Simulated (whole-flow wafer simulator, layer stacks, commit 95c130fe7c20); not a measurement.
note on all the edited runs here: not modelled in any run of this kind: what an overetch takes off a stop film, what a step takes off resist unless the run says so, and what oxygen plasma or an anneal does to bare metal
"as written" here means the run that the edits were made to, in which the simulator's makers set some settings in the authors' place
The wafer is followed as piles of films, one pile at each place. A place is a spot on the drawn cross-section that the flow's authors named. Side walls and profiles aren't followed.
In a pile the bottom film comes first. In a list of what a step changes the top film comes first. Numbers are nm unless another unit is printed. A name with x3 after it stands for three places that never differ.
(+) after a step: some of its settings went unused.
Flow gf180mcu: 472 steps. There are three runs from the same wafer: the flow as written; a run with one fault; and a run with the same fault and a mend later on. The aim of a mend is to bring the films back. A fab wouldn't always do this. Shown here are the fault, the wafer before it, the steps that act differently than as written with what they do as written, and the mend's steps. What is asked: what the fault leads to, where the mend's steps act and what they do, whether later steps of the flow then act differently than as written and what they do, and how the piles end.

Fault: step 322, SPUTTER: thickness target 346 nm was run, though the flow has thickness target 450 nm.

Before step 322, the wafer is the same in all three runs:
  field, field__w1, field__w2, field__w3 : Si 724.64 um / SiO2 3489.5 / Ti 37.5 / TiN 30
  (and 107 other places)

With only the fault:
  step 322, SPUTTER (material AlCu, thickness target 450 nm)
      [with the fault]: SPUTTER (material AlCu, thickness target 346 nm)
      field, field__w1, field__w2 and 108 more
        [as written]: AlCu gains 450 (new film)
        [with the fault]: AlCu gains 346 (new film)
  Later steps of the flow acting differently than as written:
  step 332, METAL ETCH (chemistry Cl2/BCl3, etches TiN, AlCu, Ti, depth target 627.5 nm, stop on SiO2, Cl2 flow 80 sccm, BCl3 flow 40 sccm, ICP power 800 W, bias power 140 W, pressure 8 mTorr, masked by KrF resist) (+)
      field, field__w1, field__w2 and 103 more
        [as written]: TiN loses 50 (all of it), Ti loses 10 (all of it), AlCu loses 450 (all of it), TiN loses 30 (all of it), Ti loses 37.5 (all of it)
        [with the fault]: TiN loses 50 (all of it), Ti loses 10 (all of it), AlCu loses 346 (all of it), TiN loses 30 (all of it), Ti loses 37.5 (all of it)
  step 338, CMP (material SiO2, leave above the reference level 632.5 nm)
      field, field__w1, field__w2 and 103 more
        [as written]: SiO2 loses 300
        [with the fault]: SiO2 loses 404
  The piles end different from the flow's at field__w8, contact, m1, m1__w1, m1_nw by more than 2% or 0.5 nm, whichever is larger.
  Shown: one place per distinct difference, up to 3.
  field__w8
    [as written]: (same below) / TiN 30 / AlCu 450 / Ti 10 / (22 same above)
    [with the fault]: (same below) / TiN 30 / AlCu 346 / Ti 10 / (22 same above)
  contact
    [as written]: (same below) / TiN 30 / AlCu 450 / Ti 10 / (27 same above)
    [with the fault]: (same below) / TiN 30 / AlCu 346 / Ti 10 / (27 same above)

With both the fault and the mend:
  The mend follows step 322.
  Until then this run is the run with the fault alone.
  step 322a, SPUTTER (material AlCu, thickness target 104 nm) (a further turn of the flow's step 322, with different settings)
      field, field__w1, field__w2 and 108 more
        AlCu gains 104
  Every later step of the flow that is run acts as written at every place that is followed.
  At every place that both follow, the piles at the end match the flow's.
